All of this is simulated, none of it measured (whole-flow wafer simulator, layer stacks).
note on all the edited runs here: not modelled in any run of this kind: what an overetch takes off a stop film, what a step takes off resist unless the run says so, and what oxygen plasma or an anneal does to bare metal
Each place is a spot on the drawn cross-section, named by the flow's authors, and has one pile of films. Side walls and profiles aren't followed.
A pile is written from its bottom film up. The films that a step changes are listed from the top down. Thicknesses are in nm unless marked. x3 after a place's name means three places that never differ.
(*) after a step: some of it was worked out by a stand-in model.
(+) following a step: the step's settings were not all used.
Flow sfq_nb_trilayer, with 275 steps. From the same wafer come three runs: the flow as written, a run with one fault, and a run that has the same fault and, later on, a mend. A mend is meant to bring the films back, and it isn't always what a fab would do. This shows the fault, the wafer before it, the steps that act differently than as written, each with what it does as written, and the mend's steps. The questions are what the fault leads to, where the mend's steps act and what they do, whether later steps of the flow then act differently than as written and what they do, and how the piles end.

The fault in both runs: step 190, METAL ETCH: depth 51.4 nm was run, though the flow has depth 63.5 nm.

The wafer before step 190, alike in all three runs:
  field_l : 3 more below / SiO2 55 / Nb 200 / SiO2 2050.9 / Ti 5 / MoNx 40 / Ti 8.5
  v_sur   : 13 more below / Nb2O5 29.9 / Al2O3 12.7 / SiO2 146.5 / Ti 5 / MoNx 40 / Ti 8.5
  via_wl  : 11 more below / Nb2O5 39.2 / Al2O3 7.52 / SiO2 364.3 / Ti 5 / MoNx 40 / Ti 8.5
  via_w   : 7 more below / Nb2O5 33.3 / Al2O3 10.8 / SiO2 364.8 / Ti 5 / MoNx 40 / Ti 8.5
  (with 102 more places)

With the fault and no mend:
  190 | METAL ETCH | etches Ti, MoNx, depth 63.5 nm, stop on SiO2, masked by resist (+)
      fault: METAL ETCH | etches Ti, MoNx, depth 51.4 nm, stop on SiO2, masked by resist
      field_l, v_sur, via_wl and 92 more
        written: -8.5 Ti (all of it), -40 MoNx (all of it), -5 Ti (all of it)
        fault: -8.5 Ti (all of it), -40 MoNx (all of it), -2.9 Ti
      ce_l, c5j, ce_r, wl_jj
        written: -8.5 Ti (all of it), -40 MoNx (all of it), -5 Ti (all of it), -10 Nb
        fault: -8.5 Ti (all of it), -40 MoNx (all of it), -2.9 Ti
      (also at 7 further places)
  Later steps of the flow acting differently than as written (13 other steps are not shown; they differ only slightly, by no more than 2% or 0.5 nm, whichever is larger):
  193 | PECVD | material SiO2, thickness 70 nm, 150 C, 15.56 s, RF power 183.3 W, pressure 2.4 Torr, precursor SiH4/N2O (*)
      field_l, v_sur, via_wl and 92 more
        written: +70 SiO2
        fault: +70 SiO2 (new film)
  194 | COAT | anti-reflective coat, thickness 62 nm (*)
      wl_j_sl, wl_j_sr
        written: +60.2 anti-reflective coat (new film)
        fault: +62 anti-reflective coat (new film)
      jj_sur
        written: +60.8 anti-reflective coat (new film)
        fault: +62.7 anti-reflective coat (new film)
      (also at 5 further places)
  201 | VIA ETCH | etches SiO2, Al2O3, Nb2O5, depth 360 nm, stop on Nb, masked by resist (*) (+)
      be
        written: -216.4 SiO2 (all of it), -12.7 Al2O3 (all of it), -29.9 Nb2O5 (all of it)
        fault: -69.8 SiO2 (all of it), -2.1 Ti (all of it), -146.5 SiO2 (all of it), -12.7 Al2O3 (all of it), -29.9 Nb2O5 (all of it)
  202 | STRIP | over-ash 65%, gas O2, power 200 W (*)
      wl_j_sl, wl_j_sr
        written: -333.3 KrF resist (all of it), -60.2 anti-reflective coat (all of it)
        fault: -333.1 KrF resist (all of it), -62 anti-reflective coat (all of it)
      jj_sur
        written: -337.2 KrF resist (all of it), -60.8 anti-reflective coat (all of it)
        fault: -336.7 KrF resist (all of it), -62.7 anti-reflective coat (all of it)
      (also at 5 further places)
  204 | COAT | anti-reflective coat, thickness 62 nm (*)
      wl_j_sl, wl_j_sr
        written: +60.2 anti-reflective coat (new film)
        fault: +62 anti-reflective coat (new film)
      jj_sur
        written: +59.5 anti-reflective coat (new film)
        fault: +61.3 anti-reflective coat (new film)
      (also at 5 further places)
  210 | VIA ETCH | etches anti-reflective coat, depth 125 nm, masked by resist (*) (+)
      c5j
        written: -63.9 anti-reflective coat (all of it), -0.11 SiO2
        fault: -61.3 anti-reflective coat (all of it), -0.12 SiO2
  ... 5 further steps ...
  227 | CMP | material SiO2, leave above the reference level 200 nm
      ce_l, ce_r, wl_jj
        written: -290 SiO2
        fault: -300 SiO2
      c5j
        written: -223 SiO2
        fault: -233 SiO2
  The piles end different from the flow's at field_l, v_sur, via_wl and 95 more by more than 2% or 0.5 nm, whichever is larger.
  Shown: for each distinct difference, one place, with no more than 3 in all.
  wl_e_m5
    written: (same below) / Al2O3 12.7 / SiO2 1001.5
    fault: (same below) / Al2O3 12.7 / SiO2 146.5 / Ti 2.1 / SiO2 855
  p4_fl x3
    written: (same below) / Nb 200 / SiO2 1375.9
    fault: (same below) / Nb 200 / SiO2 520.9 / Ti 2.1 / SiO2 855
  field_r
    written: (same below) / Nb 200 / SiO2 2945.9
    fault: (same below) / Nb 200 / SiO2 2090.9 / Ti 2.1 / SiO2 855

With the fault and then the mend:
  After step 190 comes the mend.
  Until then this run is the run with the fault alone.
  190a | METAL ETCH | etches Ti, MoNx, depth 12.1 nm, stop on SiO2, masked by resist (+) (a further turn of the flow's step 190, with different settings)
      field_l, v_sur, via_wl and 92 more
        -2.1 Ti (all of it)
      be_r, r_sur, res, r_end, r5r_line_l, r5r_line_c, r5r_line_r
        -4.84 KrF resist
      ce_l, c5j, ce_r, wl_jj
        -2.1 Ti (all of it), -10 Nb
  Later steps of the flow that are run all act as written at every place that is followed.
  The piles end the same as the flow's at every place that both follow.
